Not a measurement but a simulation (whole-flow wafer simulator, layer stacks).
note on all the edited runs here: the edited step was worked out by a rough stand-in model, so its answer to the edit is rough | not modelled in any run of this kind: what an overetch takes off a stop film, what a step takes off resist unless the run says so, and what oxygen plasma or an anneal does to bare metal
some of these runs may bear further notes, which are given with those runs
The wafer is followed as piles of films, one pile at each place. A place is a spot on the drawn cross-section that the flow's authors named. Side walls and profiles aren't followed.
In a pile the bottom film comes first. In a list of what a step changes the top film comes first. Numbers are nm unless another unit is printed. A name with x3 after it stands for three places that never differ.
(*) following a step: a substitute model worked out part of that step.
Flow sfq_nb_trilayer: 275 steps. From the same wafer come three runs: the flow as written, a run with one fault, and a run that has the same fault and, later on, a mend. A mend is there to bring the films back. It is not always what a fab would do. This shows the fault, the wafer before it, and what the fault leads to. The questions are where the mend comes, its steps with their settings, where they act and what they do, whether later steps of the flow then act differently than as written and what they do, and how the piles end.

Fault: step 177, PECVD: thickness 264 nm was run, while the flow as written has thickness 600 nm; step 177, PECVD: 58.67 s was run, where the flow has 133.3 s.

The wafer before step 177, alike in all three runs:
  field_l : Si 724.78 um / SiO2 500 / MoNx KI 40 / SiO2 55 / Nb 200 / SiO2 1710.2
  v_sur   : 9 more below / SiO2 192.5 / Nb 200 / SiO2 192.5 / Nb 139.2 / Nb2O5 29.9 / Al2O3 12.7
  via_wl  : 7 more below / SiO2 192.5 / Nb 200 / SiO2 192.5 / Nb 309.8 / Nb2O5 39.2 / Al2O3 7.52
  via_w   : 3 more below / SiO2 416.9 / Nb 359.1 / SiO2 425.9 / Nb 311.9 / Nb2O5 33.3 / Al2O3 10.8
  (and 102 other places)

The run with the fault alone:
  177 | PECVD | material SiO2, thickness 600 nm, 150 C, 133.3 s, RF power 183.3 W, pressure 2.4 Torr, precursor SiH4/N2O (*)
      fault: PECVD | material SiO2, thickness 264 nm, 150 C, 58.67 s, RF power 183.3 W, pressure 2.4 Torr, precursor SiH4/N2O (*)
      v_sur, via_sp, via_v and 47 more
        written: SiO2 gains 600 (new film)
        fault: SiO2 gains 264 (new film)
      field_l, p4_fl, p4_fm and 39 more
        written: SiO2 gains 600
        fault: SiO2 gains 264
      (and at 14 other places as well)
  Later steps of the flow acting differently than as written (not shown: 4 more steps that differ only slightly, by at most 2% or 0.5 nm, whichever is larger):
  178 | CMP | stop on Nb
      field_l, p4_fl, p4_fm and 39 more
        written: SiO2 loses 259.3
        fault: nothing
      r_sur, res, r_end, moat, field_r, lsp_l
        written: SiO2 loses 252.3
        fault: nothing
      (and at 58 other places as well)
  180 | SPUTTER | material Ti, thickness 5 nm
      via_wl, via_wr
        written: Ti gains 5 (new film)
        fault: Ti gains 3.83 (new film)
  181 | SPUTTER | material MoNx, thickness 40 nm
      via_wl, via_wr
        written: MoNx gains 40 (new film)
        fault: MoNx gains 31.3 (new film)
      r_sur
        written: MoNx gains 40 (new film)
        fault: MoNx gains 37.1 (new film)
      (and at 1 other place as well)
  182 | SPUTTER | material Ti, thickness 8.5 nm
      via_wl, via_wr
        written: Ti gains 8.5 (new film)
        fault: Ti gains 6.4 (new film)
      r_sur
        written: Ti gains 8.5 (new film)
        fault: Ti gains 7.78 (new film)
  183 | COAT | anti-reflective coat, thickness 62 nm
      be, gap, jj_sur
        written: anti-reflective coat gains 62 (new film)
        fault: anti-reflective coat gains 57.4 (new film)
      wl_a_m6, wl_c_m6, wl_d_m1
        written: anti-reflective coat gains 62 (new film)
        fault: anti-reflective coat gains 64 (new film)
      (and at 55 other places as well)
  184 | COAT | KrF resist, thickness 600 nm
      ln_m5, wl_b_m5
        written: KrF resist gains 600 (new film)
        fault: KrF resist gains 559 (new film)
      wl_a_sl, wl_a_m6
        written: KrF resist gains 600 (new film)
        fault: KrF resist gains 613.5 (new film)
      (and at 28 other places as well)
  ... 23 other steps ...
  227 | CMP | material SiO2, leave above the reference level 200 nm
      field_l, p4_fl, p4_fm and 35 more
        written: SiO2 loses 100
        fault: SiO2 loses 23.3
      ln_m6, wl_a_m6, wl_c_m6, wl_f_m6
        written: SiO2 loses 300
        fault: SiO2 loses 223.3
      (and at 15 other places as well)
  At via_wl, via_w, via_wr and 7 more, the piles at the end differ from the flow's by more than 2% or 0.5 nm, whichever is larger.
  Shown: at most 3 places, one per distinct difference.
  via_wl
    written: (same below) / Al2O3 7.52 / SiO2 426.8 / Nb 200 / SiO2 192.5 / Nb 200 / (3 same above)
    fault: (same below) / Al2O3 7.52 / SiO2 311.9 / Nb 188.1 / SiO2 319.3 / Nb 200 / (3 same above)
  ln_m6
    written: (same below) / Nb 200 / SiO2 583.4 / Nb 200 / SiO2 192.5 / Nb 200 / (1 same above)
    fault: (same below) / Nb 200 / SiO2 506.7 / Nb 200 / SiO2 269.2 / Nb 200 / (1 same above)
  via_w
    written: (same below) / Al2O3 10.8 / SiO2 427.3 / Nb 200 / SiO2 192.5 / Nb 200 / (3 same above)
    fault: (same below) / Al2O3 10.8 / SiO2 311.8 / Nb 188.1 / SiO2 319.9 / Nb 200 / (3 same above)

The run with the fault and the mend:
  The mend follows step 177.
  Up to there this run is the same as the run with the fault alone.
  177a | PECVD | material SiO2, thickness 336 nm, 150 C, 74.67 s, RF power 183.3 W, pressure 2.4 Torr, precursor SiH4/N2O (*) (the flow's step 177 again, with other settings)
      field_l, v_sur, via_sp and 94 more
        SiO2 gains 336
      r_sur, res, r_end, moat, field_r, lsp_l
        SiO2 gains 332.2
      via_wl, via_w, via_wr
        SiO2 gains 320.1
  Later steps of the flow acting differently than as written:
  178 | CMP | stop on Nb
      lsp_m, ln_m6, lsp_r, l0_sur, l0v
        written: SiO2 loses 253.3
        mend: SiO2 loses 259.3
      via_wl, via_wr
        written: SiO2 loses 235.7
        mend: SiO2 loses 206.6
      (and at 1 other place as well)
  By the end, the piles equal the flow's at every place that both follow.
